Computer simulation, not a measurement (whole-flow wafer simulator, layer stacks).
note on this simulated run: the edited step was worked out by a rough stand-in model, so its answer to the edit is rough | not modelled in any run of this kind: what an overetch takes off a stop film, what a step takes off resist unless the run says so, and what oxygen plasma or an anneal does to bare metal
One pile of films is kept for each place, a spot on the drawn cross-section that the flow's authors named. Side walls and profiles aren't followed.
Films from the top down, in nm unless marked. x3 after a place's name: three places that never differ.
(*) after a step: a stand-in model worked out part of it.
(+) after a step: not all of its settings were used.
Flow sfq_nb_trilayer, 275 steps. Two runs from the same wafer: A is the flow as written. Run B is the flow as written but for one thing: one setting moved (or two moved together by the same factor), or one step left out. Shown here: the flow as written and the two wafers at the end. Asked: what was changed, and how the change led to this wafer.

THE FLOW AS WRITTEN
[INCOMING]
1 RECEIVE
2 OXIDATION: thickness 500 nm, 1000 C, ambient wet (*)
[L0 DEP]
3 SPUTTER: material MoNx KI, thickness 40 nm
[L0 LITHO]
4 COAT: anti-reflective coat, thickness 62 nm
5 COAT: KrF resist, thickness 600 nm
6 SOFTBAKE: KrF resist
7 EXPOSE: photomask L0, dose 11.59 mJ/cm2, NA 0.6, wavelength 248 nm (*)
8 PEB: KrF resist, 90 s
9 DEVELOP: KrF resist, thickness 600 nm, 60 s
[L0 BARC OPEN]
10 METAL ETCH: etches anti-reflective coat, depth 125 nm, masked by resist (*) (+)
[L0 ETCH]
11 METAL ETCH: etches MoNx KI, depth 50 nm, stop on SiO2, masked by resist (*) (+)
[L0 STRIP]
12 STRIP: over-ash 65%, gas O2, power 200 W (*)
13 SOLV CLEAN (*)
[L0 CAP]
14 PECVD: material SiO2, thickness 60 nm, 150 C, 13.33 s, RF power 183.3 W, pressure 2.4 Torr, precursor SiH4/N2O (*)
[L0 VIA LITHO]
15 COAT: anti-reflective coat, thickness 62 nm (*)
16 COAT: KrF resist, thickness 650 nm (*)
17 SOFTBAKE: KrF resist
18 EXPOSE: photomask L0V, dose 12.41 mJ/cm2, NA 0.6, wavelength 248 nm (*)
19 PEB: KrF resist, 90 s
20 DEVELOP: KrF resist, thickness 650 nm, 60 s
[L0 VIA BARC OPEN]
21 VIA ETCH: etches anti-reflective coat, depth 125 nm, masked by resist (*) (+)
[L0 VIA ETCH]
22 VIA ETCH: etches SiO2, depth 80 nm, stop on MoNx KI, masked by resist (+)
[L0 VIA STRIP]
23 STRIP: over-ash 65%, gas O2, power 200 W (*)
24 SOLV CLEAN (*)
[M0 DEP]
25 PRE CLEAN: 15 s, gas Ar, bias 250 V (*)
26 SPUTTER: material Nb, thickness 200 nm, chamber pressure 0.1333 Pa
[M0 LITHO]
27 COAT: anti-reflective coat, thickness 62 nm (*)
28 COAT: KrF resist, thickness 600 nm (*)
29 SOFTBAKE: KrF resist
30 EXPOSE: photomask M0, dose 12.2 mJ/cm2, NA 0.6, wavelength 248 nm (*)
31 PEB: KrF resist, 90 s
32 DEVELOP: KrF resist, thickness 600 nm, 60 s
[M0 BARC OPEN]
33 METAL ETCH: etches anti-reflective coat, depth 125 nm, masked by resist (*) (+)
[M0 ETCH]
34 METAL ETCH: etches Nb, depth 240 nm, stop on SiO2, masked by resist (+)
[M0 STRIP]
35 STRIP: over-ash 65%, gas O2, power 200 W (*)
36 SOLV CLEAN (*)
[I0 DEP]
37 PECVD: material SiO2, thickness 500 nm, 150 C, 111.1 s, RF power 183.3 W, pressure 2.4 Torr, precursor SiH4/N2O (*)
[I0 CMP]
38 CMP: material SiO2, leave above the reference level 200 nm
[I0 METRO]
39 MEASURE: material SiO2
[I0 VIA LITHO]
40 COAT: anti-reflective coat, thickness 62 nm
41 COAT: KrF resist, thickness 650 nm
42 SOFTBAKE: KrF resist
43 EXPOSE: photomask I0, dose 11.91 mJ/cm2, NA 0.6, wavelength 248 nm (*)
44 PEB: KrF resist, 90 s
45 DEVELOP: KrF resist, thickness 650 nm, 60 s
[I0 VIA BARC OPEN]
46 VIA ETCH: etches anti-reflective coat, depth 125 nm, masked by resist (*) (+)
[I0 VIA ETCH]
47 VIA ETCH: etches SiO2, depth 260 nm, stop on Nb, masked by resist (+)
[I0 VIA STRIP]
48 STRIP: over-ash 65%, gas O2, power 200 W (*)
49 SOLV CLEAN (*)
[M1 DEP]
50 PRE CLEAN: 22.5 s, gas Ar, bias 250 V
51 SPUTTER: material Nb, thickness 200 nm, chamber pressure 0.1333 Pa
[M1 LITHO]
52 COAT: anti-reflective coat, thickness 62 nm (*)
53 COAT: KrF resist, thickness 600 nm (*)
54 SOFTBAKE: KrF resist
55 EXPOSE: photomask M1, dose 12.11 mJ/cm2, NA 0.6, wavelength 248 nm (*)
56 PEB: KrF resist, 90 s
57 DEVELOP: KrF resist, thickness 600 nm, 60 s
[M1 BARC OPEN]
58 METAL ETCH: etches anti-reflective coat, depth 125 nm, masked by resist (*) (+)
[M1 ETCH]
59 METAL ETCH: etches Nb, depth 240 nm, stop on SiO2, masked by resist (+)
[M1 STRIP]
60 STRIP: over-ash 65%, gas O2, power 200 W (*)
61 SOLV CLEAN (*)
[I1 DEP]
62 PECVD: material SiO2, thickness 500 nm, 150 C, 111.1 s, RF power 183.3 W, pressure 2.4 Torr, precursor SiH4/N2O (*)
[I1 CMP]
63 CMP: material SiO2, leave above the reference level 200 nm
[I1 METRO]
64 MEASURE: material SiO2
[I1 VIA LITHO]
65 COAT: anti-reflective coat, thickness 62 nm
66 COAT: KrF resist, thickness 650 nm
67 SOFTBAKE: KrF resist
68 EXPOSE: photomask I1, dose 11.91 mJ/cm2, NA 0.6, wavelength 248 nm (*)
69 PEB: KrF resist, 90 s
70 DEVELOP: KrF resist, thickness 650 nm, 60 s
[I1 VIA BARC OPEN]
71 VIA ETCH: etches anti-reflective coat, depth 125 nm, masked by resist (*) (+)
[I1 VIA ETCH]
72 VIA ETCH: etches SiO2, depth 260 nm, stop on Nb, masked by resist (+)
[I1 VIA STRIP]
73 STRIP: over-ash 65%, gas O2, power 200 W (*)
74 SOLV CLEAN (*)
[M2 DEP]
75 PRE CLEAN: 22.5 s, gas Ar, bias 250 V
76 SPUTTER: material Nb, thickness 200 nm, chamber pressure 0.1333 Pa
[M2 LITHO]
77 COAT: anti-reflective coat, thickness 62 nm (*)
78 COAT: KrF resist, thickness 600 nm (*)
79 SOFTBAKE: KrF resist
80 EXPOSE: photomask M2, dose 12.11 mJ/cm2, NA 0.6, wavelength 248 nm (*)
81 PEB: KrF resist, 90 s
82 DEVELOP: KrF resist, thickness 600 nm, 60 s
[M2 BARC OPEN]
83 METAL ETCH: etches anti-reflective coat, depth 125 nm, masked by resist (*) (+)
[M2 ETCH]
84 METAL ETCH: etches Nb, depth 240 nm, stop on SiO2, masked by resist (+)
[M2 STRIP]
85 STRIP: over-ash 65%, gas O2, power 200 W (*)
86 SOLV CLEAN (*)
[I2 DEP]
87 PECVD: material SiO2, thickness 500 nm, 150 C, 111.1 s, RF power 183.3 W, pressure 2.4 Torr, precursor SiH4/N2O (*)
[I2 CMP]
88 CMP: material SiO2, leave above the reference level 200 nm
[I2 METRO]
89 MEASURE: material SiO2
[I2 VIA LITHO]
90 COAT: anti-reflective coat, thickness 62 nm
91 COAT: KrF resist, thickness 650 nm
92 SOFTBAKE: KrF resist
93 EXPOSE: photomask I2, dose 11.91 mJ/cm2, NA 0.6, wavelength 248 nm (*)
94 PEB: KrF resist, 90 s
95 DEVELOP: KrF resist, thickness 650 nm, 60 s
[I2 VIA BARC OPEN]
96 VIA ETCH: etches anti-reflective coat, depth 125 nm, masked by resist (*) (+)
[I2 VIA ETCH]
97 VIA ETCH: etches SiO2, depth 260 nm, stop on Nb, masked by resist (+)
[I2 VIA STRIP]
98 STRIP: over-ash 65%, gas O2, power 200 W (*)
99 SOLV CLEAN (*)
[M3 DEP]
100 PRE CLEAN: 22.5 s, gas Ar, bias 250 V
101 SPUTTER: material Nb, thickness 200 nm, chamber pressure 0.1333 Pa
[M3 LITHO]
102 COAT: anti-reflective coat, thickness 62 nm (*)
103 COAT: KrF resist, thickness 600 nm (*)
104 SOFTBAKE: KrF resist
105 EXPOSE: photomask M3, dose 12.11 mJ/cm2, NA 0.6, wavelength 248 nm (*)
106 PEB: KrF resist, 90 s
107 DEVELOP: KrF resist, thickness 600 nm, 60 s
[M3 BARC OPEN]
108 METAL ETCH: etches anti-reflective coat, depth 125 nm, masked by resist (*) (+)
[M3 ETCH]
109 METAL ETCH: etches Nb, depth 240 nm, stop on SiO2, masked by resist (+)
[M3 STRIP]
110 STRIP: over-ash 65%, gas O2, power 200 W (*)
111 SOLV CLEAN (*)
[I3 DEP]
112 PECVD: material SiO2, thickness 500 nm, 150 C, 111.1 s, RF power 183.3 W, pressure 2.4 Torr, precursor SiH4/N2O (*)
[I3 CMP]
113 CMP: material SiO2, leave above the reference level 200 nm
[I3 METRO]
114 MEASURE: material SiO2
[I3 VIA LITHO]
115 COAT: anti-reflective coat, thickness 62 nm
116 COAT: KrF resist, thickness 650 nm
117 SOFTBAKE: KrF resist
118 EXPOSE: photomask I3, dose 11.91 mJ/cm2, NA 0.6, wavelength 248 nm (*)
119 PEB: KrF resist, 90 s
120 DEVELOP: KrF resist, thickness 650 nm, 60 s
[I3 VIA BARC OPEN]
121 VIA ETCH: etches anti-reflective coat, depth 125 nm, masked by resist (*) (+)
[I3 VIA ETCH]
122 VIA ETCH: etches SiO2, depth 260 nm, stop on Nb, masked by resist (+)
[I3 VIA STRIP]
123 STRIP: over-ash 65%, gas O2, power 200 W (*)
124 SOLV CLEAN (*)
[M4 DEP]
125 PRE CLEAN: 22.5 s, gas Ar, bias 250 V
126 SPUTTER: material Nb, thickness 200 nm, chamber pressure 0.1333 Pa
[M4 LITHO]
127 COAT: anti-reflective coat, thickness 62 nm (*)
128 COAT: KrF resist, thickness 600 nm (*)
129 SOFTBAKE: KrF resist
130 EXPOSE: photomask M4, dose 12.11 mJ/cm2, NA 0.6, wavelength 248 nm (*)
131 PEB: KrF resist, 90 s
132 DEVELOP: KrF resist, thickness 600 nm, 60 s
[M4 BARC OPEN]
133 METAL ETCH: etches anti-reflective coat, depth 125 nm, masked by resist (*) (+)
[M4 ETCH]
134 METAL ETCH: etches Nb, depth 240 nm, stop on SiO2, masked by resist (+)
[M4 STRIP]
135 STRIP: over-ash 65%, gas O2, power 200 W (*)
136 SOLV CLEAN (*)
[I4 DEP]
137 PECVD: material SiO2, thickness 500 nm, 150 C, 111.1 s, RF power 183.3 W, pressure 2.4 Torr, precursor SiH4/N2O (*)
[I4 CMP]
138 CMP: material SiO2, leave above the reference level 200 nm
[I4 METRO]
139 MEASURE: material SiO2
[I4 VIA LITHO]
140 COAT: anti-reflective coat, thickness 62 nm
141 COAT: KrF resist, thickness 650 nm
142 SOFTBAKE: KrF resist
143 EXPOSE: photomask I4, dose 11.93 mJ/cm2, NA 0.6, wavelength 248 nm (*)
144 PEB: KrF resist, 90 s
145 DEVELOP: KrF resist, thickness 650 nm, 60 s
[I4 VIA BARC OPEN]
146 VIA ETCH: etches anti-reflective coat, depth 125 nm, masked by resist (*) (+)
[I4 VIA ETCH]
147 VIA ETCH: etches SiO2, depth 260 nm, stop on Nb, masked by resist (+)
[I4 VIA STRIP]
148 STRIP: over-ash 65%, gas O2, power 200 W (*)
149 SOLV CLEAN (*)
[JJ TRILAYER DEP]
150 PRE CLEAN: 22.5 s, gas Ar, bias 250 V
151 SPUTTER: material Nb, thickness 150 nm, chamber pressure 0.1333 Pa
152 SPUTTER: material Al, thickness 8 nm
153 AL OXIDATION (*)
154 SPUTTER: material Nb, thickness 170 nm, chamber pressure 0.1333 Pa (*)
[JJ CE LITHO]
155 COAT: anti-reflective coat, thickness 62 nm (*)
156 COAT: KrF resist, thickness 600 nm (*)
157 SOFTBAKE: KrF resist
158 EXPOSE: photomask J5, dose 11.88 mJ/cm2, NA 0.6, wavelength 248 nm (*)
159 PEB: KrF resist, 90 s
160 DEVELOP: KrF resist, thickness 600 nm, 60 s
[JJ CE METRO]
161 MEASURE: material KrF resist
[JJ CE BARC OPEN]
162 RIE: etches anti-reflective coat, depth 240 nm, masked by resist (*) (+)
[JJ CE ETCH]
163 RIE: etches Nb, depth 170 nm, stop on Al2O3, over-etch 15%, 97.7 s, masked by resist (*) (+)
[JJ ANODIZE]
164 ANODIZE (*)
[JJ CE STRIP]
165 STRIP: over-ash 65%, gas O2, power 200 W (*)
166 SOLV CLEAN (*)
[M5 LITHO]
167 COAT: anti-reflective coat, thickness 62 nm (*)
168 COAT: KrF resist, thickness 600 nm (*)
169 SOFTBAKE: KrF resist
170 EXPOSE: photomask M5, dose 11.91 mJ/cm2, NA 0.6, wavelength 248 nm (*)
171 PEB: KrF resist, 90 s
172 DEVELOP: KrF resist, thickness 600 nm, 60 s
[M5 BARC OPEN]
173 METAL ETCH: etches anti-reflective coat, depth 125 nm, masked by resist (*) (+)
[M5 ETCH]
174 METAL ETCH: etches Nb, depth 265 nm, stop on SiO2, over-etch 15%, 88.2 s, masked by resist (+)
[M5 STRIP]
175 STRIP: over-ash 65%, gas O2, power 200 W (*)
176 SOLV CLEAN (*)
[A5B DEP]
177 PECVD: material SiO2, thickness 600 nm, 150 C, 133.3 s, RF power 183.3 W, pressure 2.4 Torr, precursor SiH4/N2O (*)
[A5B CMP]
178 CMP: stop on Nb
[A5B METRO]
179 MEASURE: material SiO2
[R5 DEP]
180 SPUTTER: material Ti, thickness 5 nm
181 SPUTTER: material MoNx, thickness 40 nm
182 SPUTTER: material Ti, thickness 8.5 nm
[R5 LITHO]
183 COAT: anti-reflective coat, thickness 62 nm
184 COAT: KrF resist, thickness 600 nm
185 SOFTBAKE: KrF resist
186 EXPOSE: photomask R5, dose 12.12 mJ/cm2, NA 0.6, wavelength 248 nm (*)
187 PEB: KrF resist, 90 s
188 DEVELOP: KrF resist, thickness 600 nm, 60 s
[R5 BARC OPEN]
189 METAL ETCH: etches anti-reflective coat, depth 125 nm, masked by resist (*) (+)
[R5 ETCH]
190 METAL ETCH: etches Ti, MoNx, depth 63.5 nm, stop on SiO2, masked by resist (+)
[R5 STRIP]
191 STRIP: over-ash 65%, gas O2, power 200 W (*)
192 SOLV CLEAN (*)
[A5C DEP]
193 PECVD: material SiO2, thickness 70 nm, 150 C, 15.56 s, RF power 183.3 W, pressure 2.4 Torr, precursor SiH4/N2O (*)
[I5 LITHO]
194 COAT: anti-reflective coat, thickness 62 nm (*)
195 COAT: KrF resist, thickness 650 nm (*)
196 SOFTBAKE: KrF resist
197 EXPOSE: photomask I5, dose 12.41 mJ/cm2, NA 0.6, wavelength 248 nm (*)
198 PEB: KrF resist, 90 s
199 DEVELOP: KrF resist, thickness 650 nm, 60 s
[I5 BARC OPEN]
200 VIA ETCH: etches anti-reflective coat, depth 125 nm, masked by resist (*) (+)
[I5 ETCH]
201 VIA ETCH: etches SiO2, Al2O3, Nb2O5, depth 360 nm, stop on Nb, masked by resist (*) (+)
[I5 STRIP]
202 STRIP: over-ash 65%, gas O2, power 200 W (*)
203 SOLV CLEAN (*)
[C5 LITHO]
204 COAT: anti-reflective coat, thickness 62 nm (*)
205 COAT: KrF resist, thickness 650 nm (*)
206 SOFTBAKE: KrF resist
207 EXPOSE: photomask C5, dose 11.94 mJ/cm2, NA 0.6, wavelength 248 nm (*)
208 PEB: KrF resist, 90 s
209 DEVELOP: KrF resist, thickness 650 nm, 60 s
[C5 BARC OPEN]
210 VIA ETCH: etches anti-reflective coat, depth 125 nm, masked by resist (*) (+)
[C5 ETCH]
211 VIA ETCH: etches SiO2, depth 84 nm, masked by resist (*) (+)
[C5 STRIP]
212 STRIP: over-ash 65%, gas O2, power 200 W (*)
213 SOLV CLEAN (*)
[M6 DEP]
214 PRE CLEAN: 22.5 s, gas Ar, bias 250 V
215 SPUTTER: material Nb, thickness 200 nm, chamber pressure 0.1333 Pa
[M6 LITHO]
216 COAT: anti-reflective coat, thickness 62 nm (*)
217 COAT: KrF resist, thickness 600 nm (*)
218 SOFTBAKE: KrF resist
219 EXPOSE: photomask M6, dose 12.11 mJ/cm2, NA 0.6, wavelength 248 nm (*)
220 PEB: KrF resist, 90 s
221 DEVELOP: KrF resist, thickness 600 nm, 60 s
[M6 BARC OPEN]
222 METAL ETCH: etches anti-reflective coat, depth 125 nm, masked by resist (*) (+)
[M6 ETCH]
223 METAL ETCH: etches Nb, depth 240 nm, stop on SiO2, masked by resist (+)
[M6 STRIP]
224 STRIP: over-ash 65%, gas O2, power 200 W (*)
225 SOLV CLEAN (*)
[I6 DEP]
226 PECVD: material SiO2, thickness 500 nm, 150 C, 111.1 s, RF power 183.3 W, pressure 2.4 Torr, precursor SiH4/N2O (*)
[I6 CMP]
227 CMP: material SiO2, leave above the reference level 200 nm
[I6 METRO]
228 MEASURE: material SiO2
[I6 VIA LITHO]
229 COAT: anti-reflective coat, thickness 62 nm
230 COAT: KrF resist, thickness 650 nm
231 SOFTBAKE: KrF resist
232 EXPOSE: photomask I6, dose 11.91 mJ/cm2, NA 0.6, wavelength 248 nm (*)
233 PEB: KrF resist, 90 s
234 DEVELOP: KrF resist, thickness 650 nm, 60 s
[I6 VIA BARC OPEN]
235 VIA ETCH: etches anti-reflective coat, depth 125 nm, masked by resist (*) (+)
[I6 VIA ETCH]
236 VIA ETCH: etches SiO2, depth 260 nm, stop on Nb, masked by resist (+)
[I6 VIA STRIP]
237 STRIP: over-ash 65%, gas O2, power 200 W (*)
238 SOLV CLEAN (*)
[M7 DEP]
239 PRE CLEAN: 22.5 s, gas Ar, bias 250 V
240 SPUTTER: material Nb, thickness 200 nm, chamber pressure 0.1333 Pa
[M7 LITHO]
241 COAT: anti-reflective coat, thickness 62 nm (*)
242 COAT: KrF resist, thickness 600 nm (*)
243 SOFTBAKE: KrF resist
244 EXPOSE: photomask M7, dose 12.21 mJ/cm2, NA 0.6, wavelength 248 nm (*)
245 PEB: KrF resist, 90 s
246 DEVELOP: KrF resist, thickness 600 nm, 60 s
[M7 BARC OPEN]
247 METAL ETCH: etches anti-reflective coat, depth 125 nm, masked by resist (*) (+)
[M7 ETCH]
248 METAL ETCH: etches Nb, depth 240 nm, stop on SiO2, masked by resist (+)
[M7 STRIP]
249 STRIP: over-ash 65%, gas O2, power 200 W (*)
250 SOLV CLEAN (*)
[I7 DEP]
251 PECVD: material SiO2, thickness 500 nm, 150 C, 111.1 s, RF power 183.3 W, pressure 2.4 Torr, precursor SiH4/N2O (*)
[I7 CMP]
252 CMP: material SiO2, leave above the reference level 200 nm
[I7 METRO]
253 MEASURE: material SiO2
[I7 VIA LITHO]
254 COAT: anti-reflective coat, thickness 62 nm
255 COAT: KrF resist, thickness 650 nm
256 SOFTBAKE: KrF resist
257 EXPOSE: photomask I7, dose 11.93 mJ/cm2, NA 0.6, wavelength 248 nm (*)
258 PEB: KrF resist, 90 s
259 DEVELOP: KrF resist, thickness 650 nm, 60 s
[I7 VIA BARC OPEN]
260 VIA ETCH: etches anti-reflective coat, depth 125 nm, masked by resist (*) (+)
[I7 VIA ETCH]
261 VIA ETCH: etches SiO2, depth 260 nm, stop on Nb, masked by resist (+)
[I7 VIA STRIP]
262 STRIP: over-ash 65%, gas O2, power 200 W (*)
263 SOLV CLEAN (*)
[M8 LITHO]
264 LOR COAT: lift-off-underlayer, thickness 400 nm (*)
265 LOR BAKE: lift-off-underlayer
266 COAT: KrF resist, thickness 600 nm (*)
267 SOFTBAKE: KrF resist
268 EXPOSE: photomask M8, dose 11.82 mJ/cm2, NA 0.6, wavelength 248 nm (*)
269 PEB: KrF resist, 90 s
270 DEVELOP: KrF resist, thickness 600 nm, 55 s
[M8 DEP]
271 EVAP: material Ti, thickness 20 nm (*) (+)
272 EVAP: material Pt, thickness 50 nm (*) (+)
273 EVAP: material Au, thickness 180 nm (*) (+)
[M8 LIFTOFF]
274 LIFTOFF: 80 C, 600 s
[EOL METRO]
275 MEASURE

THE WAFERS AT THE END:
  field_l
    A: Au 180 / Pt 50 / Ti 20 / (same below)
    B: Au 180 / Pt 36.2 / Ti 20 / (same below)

The cause: step 272, EVAP: thickness 36.2 nm was run, where the flow has thickness 50 nm.
It can be read off the wafer: field_l has Pt 36.2, and step 272 as written asks for 50 nm.

How the change led to this, step by step:
  272 EVAP: material Pt, thickness 50 nm (*) (+)
      field_l, v_sur, via_wl and 103 more: A Pt +50 (new film) | B Pt +36.2 (new film)
  274 LIFTOFF: 80 C, 600 s
      p4_fl x3, p4_w1 x9, p4_g1 x2 and 60 more: A Au -180 (all of it), Pt -50 (all of it), Ti -20 (all of it), KrF resist -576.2 (all of it), lift-off-underlayer -400 (all of it) | B Au -180 (all of it), Pt -36.2 (all of it), Ti -20 (all of it), KrF resist -576.2 (all of it), lift-off-underlayer -400 (all of it)
      c5j, ce_r: A Au -180 (all of it), Pt -50 (all of it), Ti -20 (all of it), KrF resist -573.3 (all of it), lift-off-underlayer -399.3 (all of it) | B Au -180 (all of it), Pt -36.2 (all of it), Ti -20 (all of it), KrF resist -573.3 (all of it), lift-off-underlayer -399.3 (all of it)
      (and at 19 more places)
